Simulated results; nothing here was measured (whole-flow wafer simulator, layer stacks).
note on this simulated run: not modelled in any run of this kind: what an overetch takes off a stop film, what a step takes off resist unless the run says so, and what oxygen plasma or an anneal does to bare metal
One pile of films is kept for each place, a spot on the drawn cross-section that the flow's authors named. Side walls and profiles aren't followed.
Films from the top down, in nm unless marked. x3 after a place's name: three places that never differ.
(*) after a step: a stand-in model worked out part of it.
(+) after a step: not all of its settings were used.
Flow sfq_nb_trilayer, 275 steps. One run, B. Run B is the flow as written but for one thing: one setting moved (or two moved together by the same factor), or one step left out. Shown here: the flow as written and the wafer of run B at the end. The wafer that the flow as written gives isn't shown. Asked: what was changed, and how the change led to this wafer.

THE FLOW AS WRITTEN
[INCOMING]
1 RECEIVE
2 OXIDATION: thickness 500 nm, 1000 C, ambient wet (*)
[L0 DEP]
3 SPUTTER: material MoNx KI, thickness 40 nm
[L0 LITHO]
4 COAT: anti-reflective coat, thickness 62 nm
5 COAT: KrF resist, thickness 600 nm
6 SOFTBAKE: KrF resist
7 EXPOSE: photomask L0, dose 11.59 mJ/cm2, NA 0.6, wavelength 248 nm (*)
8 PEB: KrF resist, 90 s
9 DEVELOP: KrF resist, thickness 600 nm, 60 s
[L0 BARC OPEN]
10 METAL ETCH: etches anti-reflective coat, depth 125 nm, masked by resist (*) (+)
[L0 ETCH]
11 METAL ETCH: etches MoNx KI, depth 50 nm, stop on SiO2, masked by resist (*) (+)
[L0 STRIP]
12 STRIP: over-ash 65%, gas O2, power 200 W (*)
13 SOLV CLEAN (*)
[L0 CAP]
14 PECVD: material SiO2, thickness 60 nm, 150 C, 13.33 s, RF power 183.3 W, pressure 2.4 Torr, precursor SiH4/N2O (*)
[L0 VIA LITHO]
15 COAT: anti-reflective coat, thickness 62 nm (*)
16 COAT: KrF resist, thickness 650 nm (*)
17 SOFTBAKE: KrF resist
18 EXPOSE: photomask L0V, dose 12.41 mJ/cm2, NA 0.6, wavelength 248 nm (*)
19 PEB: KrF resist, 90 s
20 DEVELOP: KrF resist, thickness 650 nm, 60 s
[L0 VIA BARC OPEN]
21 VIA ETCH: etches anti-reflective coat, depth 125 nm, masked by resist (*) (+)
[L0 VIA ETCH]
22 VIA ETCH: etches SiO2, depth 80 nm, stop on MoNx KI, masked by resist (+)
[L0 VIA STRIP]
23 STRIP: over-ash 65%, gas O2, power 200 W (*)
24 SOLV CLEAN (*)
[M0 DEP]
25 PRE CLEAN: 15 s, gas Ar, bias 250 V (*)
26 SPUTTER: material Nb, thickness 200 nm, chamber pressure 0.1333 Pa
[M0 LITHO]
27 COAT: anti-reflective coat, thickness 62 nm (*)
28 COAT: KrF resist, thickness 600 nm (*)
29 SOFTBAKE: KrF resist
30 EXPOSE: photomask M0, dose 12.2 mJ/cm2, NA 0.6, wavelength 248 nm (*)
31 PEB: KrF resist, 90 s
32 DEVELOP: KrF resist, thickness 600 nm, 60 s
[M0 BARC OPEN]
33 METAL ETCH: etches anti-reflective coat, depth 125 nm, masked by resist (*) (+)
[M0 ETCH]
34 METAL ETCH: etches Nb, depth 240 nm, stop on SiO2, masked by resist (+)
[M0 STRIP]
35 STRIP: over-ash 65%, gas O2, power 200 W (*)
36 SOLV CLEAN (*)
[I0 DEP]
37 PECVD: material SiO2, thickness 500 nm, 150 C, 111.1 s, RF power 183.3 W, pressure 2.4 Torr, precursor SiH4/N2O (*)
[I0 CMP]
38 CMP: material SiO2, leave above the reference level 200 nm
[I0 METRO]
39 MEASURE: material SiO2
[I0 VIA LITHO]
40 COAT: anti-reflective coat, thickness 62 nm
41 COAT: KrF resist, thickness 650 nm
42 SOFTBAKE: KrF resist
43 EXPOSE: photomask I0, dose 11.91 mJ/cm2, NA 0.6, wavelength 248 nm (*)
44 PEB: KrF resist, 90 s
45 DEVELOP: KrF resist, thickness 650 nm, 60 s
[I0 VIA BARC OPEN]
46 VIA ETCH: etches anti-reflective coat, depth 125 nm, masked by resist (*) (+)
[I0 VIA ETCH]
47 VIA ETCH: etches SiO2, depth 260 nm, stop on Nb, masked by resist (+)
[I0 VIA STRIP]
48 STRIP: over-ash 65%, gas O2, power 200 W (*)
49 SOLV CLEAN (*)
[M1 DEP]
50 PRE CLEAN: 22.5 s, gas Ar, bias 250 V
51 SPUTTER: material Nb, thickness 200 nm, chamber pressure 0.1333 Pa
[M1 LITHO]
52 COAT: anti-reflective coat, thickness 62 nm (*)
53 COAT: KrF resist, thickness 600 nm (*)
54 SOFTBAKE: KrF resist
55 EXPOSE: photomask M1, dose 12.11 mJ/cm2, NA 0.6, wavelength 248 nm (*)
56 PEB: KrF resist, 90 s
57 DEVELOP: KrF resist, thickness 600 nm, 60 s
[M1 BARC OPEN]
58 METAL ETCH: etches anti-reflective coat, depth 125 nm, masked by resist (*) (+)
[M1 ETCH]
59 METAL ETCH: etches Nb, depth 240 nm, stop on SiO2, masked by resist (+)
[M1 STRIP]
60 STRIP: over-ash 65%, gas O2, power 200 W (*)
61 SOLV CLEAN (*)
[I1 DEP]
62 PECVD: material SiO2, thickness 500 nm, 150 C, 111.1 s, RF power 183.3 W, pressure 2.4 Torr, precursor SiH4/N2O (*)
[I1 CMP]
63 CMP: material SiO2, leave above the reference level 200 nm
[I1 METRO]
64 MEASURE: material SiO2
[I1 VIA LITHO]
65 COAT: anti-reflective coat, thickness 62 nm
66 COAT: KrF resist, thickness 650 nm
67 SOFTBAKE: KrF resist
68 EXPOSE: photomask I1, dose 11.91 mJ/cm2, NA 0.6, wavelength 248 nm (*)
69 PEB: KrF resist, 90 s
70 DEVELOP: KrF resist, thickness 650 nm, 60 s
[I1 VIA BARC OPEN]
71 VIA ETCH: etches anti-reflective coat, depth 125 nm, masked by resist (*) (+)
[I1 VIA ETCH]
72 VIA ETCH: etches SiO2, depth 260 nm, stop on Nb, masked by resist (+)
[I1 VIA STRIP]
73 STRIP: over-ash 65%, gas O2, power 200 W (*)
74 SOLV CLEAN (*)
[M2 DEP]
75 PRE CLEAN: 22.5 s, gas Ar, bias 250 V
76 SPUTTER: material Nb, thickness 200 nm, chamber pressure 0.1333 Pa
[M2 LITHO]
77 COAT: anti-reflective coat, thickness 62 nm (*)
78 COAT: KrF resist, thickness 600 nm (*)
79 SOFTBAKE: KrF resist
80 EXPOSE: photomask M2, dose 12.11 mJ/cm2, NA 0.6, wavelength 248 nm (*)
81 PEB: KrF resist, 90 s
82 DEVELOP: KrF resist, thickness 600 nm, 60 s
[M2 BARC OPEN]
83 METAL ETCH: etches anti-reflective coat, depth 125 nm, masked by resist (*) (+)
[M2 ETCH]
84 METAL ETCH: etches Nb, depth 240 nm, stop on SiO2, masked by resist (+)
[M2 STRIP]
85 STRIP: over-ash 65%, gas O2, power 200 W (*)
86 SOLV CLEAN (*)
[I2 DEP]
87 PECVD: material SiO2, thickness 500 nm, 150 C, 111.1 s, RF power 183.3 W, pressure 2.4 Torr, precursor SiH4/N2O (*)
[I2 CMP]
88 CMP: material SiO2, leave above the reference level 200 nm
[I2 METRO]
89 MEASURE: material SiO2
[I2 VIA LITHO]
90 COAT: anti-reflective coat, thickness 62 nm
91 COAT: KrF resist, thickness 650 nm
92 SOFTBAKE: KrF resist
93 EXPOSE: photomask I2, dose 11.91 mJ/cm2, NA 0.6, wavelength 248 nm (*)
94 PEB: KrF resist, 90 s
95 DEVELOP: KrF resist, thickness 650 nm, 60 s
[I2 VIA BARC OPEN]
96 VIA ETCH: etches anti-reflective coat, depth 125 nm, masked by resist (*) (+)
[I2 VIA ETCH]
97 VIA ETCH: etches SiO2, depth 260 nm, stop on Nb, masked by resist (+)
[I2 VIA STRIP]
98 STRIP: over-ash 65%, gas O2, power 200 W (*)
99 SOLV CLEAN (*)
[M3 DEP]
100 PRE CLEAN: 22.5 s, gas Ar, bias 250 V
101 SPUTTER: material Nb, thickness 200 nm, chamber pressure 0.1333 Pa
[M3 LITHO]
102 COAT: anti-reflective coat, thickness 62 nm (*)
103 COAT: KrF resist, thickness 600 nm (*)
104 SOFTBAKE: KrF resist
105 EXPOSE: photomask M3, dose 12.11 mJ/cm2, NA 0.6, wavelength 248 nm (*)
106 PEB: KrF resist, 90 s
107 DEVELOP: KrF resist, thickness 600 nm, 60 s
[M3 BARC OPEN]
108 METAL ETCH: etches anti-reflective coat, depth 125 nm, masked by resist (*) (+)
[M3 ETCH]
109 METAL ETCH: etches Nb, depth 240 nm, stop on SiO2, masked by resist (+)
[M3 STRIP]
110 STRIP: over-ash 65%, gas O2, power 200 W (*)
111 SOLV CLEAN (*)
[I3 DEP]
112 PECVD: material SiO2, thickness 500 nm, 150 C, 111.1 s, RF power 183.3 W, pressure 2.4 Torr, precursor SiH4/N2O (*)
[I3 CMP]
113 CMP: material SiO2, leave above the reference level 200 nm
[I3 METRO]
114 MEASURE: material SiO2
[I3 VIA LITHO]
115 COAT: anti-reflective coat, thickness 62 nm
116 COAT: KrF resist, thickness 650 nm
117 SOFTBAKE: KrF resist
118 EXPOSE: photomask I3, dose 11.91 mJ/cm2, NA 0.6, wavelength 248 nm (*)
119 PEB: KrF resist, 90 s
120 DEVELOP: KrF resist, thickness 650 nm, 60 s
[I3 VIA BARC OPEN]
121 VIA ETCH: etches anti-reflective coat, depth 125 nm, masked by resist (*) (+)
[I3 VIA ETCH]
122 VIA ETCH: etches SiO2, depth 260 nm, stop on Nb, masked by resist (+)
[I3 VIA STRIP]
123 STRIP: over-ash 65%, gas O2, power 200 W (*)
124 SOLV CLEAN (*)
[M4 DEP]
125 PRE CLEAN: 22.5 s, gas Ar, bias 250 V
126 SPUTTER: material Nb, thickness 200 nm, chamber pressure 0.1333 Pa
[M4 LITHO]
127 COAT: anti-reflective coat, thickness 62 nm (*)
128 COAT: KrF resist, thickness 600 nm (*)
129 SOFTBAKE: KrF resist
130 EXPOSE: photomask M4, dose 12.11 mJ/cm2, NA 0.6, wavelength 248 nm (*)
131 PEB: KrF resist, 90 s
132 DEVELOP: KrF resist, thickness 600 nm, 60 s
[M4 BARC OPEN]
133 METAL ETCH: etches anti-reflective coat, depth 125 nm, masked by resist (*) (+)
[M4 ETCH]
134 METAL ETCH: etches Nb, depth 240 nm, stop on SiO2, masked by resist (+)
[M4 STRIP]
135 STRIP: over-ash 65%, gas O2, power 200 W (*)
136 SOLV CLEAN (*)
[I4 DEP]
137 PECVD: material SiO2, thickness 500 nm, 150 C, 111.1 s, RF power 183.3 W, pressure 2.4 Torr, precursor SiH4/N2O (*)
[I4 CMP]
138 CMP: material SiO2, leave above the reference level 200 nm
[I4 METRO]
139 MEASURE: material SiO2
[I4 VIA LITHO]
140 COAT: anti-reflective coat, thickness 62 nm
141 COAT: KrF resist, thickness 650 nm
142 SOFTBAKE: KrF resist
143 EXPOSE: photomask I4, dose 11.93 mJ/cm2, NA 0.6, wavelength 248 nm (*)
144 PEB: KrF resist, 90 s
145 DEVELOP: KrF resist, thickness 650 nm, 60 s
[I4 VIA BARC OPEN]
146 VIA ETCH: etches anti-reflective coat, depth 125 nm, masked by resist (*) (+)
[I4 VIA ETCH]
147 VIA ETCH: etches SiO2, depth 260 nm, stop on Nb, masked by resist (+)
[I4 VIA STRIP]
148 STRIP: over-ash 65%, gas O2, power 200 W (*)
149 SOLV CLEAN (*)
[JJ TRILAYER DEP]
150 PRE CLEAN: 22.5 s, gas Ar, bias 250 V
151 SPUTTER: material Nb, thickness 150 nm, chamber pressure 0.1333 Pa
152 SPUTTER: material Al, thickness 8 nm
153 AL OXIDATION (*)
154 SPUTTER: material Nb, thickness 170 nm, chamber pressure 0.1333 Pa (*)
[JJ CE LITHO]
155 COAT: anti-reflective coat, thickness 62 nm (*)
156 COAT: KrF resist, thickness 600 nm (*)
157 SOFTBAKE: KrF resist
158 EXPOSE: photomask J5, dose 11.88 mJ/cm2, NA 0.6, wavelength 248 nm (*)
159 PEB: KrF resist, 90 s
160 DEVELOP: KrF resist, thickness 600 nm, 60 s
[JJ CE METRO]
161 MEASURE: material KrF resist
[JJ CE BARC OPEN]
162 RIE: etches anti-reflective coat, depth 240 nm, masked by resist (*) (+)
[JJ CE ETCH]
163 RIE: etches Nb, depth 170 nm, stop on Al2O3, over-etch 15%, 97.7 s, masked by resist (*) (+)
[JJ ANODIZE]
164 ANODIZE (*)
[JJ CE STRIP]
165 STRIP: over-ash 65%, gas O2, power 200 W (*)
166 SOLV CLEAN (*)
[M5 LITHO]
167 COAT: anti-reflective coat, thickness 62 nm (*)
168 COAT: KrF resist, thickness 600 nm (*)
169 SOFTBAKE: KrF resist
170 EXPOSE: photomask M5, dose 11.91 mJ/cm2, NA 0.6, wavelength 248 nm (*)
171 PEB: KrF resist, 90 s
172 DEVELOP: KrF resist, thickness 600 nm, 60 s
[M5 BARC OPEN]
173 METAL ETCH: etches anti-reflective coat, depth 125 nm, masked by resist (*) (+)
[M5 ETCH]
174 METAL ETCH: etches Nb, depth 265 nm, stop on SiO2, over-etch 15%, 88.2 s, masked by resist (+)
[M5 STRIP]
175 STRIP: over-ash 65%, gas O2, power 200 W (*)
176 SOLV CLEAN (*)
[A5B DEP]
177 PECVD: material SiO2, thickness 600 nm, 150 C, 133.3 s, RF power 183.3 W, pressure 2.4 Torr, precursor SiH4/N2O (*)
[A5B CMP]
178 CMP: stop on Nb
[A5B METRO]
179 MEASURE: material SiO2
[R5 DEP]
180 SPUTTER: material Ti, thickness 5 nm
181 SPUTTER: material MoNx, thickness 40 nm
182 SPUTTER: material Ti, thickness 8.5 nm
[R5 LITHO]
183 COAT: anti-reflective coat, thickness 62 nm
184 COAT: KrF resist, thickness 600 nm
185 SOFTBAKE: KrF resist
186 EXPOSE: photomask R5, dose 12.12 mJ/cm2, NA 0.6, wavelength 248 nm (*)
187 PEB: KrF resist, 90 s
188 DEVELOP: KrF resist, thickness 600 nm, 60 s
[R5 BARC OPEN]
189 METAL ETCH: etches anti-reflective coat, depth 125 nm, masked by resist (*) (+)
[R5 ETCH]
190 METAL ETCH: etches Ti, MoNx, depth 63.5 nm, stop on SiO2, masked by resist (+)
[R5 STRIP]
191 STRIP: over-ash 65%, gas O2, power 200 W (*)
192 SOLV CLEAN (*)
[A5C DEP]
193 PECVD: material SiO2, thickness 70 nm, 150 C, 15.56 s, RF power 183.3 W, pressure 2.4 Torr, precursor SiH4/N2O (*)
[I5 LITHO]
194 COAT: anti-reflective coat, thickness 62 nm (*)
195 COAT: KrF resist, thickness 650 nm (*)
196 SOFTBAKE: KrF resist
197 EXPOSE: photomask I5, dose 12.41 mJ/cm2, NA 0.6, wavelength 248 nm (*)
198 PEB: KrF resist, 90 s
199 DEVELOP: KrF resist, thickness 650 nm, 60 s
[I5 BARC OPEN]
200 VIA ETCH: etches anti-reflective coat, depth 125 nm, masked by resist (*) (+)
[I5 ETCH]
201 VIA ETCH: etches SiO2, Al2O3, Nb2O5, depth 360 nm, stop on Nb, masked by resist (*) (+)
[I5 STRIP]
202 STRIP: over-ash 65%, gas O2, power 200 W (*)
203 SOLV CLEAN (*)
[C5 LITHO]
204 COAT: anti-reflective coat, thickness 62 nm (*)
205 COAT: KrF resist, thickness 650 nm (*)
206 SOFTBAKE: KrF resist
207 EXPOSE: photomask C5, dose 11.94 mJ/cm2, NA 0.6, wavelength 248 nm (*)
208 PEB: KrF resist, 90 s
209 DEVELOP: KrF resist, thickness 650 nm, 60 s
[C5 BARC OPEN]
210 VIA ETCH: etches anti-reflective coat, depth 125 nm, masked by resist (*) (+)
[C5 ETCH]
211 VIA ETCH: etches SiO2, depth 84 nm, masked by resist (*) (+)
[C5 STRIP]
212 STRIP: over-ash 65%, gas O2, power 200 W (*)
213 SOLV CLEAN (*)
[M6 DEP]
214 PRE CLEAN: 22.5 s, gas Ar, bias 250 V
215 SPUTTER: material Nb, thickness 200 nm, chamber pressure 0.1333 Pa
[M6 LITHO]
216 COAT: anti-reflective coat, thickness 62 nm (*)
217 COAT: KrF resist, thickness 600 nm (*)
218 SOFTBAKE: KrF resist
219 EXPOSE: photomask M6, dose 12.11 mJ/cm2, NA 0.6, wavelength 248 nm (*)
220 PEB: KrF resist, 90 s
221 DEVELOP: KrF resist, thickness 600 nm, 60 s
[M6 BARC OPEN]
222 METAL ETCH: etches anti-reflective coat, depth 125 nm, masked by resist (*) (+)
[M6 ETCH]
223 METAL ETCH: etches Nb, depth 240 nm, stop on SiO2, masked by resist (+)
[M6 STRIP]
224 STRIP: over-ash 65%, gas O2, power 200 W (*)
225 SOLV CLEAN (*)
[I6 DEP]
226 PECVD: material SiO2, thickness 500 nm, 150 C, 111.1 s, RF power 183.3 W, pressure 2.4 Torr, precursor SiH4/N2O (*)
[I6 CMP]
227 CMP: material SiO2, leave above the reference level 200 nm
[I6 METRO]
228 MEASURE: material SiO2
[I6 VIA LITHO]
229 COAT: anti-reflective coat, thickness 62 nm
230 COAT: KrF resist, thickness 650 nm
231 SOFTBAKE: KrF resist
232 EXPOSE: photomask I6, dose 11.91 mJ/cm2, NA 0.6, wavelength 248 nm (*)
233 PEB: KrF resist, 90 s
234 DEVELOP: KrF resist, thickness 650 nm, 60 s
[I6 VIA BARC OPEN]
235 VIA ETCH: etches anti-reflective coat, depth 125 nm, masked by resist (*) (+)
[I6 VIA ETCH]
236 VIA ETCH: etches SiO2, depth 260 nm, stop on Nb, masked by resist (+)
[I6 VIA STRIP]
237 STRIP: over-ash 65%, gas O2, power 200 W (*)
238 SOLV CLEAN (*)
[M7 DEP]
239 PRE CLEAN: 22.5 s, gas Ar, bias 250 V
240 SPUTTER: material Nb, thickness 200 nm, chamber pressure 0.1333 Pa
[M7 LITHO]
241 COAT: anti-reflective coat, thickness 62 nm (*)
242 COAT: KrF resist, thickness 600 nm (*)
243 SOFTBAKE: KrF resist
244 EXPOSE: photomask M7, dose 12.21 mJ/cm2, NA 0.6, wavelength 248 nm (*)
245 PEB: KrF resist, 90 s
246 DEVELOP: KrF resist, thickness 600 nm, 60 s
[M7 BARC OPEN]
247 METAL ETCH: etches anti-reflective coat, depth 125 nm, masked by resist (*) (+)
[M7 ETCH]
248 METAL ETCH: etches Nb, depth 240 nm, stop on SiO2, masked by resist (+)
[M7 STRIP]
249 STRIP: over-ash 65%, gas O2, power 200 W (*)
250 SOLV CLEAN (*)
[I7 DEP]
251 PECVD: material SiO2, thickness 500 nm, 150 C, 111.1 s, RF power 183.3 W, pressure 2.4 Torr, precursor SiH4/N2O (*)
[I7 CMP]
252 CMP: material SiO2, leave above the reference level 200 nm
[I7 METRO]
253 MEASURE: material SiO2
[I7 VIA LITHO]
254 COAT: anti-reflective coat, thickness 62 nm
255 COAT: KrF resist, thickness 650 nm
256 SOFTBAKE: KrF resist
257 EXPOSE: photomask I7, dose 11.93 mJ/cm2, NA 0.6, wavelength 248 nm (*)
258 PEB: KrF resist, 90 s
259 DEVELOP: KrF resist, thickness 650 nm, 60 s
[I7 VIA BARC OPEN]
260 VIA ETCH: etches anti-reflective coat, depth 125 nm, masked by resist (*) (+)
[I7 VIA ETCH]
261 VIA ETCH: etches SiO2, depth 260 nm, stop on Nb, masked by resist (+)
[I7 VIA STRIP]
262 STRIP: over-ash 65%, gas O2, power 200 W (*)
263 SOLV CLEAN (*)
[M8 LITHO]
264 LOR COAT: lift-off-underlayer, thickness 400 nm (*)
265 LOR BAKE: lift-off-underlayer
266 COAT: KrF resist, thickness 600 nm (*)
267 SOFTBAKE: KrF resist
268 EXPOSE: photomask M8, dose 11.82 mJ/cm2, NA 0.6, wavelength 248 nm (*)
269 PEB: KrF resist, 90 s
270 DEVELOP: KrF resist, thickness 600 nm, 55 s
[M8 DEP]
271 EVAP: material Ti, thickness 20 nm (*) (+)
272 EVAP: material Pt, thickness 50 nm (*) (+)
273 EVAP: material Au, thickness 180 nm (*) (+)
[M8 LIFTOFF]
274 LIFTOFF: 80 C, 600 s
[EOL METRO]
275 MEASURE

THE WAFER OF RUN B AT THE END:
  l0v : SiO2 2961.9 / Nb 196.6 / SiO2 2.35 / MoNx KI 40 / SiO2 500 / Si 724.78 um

The cause: step 22, VIA ETCH: depth 52.5 nm was run, where the flow has depth 80 nm.

How the change led to this, step by step:
  22 VIA ETCH: etches SiO2, depth 80 nm, stop on MoNx KI, masked by resist (+)
      l0v: SiO2 -52.5 (as written it would be: SiO2 -59.8 (all of it))
      field_l, v_sur, via_wl and 102 more: KrF resist -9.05 (as written it would be: KrF resist -13.8)
  25 PRE CLEAN: 15 s, gas Ar, bias 250 V (*)
      l0v: SiO2 -5 (as written it would be: MoNx KI -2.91)
  27 COAT: anti-reflective coat, thickness 62 nm (*)
      l0v: anti-reflective coat +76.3 (new film) (as written it would be: anti-reflective coat +78 (new film))
  35 STRIP: over-ash 65%, gas O2, power 200 W (*)
      l0v: KrF resist -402 (all of it), anti-reflective coat -76.3 (all of it) (as written it would be: KrF resist -405.3 (all of it), anti-reflective coat -78 (all of it))
  38 CMP: material SiO2, leave above the reference level 200 nm
      l0v: SiO2 -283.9 (as written it would be: SiO2 -277.8)
Counting metal films that touch as one body, l0v has 2 bodies (between them, from the top down: SiO2 2.35); the flow as written gives 1 body.
